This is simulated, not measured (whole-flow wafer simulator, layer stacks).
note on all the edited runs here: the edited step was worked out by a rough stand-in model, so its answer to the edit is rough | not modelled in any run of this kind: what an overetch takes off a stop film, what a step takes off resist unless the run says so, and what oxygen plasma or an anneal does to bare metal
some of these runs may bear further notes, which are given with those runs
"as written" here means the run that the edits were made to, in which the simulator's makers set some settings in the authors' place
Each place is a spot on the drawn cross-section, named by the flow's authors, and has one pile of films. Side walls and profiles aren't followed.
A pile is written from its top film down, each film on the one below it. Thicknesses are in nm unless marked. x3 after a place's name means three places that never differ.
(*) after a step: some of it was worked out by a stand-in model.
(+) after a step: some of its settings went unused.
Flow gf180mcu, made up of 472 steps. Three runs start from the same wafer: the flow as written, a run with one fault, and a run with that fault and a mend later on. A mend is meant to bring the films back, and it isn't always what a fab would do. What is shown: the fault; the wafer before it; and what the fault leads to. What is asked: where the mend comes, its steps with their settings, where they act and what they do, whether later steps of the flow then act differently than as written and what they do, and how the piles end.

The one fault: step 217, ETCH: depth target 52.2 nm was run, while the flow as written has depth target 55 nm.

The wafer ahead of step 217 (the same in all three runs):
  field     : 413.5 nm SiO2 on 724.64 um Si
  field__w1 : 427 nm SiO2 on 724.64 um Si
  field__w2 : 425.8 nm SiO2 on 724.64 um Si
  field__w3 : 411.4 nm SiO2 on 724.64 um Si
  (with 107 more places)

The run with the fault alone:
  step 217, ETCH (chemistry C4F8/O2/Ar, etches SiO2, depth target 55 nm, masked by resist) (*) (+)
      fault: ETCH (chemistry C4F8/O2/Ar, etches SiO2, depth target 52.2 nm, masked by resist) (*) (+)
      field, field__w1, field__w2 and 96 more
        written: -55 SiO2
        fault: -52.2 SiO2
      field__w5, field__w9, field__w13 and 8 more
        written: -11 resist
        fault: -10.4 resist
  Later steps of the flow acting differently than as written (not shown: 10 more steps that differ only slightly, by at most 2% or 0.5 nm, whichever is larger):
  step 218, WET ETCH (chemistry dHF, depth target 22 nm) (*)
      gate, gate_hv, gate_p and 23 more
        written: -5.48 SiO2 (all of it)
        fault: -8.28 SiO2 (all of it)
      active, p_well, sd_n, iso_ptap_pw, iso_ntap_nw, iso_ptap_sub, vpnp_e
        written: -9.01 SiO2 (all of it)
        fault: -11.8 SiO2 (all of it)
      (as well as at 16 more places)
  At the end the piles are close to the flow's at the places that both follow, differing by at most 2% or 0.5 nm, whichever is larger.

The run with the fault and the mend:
  After step 217 comes the mend.
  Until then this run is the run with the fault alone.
  step 217a, ETCH (chemistry C4F8/O2/Ar, etches SiO2, depth target 2.8 nm, masked by resist) (*) (a further turn of the flow's step 217, with different settings)
      field, field__w1, field__w2 and 96 more
        -2.8 SiO2
      field__w5, field__w9, field__w13 and 8 more
        -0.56 resist
      spacer
        -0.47 Si3N4
  None of the later steps of the flow acts differently than as written at any place that is followed.
  The piles end the same as the flow's at every place that both follow.
